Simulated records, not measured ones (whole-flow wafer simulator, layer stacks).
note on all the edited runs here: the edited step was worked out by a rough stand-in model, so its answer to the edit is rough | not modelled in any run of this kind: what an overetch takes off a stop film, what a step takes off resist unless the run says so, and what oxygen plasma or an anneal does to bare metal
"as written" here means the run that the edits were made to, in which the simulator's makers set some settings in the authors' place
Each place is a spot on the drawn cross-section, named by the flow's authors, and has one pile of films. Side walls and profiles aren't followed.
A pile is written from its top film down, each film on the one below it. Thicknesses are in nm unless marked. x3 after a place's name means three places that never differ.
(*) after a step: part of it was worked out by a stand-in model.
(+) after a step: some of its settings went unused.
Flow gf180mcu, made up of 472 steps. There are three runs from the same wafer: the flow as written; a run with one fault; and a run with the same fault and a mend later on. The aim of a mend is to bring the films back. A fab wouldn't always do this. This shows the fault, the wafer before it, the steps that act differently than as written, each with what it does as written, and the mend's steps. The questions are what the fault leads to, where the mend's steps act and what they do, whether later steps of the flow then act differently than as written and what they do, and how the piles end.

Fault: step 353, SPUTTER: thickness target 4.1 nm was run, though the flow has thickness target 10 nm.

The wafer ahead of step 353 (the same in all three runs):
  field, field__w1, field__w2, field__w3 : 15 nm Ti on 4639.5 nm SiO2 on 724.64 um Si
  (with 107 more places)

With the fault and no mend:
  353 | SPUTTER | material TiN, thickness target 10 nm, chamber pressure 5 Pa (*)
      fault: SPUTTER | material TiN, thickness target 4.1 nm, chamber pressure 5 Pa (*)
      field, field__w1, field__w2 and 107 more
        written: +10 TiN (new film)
        fault: +4.1 TiN (new film)
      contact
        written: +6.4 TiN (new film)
        fault: +2.63 TiN (new film)
  Later steps of the flow acting differently than as written (1 more step, not shown, differs only slightly: by at most 2% or 0.5 nm, whichever is larger):
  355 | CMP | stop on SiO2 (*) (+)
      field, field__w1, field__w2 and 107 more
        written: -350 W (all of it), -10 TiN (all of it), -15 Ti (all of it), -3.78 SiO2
        fault: -350 W (all of it), -4.1 TiN (all of it), -15 Ti (all of it), -3.72 SiO2
  At contact, the piles at the end differ from the flow's by more than 2% or 0.5 nm, whichever is larger.
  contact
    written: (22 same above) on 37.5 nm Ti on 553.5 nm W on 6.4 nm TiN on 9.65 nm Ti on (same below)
    fault: (22 same above) on 37.5 nm Ti on 557.3 nm W on 2.63 nm TiN on 9.65 nm Ti on (same below)

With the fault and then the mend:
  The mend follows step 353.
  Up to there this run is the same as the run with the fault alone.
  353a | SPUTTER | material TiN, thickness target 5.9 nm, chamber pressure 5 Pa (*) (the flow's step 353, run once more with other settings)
      field, field__w1, field__w2 and 107 more
        +5.9 TiN
      contact
        +3.78 TiN
  Later steps of the flow that are run all act as written at every place that is followed.
  At every place that both follow, the piles at the end match the flow's.
